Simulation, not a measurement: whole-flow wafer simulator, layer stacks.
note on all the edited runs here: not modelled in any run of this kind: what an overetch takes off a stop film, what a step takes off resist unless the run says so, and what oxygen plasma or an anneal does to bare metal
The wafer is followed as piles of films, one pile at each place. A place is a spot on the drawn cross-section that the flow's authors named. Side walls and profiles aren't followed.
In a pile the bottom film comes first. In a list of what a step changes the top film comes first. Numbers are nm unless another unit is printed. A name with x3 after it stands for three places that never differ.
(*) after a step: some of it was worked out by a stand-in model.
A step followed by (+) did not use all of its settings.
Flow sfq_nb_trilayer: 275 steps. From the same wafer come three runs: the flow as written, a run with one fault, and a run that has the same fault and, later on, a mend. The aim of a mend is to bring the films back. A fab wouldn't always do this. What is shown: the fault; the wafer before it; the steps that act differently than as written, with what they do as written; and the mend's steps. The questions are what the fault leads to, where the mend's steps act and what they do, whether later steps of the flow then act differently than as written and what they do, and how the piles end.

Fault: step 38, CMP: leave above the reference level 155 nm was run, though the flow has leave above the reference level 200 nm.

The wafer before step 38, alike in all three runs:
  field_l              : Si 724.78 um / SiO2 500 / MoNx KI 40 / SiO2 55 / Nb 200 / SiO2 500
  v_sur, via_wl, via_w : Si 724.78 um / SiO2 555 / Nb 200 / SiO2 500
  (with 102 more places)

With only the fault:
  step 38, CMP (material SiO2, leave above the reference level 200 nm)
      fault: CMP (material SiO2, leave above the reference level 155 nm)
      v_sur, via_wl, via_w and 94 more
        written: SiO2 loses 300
        fault: SiO2 loses 345
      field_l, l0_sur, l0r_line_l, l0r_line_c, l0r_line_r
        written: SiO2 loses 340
        fault: SiO2 loses 385
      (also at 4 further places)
  Steps later in the flow that act otherwise than as written (not shown: 4 more steps that differ only slightly, by at most 2% or 0.5 nm, whichever is larger):
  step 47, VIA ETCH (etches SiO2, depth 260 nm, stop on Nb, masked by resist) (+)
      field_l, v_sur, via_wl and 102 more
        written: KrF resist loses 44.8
        fault: KrF resist loses 40
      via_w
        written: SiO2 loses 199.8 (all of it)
        fault: SiO2 loses 154.8 (all of it)
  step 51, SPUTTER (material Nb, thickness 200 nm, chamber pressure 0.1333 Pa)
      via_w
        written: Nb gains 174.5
        fault: Nb gains 183.7
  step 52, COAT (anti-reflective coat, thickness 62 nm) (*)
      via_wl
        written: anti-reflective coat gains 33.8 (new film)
        fault: anti-reflective coat gains 35.5 (new film)
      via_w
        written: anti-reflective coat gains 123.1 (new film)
        fault: anti-reflective coat gains 112.2 (new film)
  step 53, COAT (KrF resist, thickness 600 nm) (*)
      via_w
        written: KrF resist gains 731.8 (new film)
        fault: KrF resist gains 695.4 (new film)
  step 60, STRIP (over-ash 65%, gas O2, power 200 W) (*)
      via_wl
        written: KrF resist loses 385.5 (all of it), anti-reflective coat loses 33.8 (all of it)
        fault: KrF resist loses 389.1 (all of it), anti-reflective coat loses 35.5 (all of it)
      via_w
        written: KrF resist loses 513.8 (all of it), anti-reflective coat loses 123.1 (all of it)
        fault: KrF resist loses 477.5 (all of it), anti-reflective coat loses 112.2 (all of it)
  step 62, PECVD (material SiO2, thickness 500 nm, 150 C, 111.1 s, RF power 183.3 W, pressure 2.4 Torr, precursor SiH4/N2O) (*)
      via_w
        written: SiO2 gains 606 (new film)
        fault: SiO2 gains 527.3 (new film)
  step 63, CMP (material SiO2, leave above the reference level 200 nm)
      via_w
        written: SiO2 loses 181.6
        fault: SiO2 loses 157.1
  At v_sur, via_wl, via_w and 79 more, the piles at the end differ from the flow's by more than 2% or 0.5 nm, whichever is larger.
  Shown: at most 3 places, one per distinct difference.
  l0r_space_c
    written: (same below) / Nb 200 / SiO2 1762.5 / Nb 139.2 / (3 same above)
    fault: (same below) / Nb 200 / SiO2 1717.5 / Nb 139.2 / (3 same above)
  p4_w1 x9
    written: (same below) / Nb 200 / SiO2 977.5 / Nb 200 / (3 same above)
    fault: (same below) / Nb 200 / SiO2 932.5 / Nb 200 / (3 same above)
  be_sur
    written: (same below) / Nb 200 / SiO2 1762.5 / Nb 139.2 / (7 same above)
    fault: (same below) / Nb 200 / SiO2 1717.5 / Nb 139.2 / (7 same above)

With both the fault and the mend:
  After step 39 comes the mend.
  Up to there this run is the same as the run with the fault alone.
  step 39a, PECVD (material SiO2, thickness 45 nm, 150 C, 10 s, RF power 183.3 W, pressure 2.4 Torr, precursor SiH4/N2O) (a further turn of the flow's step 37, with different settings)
      field_l, v_sur, via_wl and 103 more
        SiO2 gains 45
  Later steps of the flow that are run all act as written at every place that is followed, up to a difference of at most 2% or 0.5 nm, whichever is larger.
  When the end is reached, the piles differ only a little from the flow's at the places that both follow, at most by 2% or 0.5 nm, whichever is larger.
